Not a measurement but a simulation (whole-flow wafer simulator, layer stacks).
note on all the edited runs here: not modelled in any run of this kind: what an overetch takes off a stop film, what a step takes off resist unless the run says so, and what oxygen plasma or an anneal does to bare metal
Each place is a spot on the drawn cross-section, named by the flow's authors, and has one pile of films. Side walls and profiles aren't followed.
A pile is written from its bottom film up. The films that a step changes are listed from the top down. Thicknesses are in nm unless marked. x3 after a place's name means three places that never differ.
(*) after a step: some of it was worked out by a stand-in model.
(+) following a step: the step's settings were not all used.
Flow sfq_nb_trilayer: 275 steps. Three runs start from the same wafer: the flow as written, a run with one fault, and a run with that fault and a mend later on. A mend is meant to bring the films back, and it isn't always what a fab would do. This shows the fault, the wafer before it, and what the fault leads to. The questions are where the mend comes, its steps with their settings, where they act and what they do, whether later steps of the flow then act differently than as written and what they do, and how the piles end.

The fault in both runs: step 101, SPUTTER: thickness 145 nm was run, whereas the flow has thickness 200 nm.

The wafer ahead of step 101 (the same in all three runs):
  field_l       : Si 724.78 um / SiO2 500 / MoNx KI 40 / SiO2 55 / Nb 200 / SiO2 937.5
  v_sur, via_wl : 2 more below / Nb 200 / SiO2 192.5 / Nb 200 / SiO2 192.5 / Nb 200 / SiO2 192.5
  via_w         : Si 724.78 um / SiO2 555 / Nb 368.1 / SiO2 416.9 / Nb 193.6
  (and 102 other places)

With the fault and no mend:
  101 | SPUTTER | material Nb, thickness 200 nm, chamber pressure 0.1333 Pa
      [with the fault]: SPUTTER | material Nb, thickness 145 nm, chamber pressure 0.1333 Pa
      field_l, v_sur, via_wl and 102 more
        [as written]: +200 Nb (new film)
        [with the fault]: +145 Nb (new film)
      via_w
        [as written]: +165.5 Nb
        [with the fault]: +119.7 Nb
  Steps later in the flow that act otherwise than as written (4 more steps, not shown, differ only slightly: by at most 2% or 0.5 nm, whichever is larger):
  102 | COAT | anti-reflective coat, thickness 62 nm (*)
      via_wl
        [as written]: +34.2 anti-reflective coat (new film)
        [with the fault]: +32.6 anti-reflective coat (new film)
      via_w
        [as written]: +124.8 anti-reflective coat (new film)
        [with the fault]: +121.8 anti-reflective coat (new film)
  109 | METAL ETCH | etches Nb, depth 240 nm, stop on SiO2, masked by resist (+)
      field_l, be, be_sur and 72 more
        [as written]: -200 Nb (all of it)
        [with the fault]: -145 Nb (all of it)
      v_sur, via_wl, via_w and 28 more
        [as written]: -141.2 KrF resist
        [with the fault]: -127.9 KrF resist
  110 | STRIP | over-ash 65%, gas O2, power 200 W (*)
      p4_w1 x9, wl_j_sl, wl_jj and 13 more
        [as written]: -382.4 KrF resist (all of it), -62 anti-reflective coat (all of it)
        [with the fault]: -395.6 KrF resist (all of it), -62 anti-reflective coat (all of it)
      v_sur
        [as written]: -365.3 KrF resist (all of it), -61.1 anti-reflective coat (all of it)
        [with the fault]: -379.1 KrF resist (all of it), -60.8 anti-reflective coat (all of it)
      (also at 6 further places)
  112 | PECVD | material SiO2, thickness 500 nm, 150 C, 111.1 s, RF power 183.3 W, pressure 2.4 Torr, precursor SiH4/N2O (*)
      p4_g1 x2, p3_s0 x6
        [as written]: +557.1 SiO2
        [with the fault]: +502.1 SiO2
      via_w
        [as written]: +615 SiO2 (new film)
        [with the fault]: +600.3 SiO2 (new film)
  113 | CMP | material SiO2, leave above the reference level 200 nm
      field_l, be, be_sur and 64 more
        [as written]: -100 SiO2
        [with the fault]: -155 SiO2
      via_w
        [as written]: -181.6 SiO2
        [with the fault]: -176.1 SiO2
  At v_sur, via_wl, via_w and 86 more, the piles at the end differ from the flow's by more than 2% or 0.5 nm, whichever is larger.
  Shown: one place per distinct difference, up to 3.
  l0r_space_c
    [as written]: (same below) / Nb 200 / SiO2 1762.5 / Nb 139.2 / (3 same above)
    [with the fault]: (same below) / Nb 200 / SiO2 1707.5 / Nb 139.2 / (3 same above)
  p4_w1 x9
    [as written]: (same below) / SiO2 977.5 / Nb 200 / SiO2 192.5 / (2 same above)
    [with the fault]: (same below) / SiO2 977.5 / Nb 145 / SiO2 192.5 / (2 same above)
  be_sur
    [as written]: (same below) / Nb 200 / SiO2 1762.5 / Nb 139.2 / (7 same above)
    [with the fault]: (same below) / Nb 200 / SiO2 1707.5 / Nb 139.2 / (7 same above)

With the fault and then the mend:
  The mend follows step 101.
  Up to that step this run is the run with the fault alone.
  101a | SPUTTER | material Nb, thickness 55 nm, chamber pressure 0.1333 Pa (the flow's step 101, run once more with other settings)
      field_l, v_sur, via_wl and 102 more
        +55 Nb
      via_w
        +42.9 Nb
  Every later step of the flow that is run acts as written, at every place that is followed, to within 2% or 0.5 nm, whichever is larger.
  When the end is reached, the piles differ only a little from the flow's at the places that both follow, at most by 2% or 0.5 nm, whichever is larger.
